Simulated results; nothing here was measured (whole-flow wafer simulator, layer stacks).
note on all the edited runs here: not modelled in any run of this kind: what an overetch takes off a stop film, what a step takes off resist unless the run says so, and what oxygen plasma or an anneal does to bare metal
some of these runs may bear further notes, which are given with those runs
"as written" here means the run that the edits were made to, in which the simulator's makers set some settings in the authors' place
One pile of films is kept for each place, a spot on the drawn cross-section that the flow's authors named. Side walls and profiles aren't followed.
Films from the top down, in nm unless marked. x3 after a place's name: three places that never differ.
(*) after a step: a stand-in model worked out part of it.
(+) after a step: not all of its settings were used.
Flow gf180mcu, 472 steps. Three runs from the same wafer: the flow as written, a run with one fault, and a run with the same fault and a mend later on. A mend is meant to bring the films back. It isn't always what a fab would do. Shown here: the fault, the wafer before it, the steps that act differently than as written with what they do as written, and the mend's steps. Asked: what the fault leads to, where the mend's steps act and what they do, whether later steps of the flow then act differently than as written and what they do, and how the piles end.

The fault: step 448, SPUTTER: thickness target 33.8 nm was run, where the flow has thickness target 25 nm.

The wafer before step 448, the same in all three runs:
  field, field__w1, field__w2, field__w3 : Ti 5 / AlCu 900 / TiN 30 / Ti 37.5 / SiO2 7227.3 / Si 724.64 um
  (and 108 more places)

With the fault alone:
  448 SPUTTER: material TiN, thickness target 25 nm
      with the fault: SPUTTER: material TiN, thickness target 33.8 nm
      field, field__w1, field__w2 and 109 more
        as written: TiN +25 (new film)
        with the fault: TiN +33.8 (new film)
  Later steps of the flow that act differently than as written (4 more steps differ only slightly, by at most 2% or 0.5 nm, whichever is larger, and aren't shown):
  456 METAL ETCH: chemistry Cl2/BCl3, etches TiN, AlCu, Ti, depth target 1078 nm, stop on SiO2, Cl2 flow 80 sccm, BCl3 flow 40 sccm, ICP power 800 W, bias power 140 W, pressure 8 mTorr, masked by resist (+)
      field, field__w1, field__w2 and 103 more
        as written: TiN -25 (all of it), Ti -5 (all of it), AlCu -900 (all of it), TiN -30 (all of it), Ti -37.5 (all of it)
        with the fault: TiN -33.8 (all of it), Ti -5 (all of it), AlCu -900 (all of it), TiN -30 (all of it), Ti -37.5 (all of it)
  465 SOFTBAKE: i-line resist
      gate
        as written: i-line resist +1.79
        with the fault: i-line resist -0.29
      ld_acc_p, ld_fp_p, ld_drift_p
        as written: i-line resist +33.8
        with the fault: i-line resist +27.3
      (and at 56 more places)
  At the end the piles differ from the flow's by more than 2% or 0.5 nm, whichever is larger, at field__w8, contact, m1, m1__w1, pad, m1_nw.
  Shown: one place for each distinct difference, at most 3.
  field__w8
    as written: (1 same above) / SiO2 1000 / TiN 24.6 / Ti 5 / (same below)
    with the fault: (1 same above) / SiO2 1000 / TiN 33.4 / Ti 5 / (same below)
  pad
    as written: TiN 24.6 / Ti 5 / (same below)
    with the fault: TiN 33.4 / Ti 5 / (same below)

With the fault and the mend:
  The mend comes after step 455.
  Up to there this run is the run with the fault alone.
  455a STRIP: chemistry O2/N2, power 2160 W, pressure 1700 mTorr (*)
      field__w8, contact, m1, m1__w1, pad, m1_nw
        resist -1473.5 (all of it)
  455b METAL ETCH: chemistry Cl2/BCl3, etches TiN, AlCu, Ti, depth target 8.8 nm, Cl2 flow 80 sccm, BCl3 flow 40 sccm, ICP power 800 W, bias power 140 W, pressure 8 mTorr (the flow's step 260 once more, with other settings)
      field, field__w1, field__w2 and 109 more
        TiN -8.8
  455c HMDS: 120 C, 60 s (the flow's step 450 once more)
      changes no film at any place that is followed
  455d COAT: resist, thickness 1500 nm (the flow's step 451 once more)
      field, field__w1, field__w2 and 109 more
        resist +1500 (new film)
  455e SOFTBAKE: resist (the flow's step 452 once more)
      changes no film at any place that is followed
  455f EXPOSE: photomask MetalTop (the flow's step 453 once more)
      changes no film at any place that is followed
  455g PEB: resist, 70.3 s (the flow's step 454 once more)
      field, field__w1, field__w2 and 109 more
        resist -26.5
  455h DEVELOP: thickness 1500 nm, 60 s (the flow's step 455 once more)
      field, field__w1, field__w2 and 103 more
        resist -1473.5 (all of it)
  No later step of the flow acts differently than as written at any place that is followed.
  At the end the piles are the same as the flow's at every place that both follow.
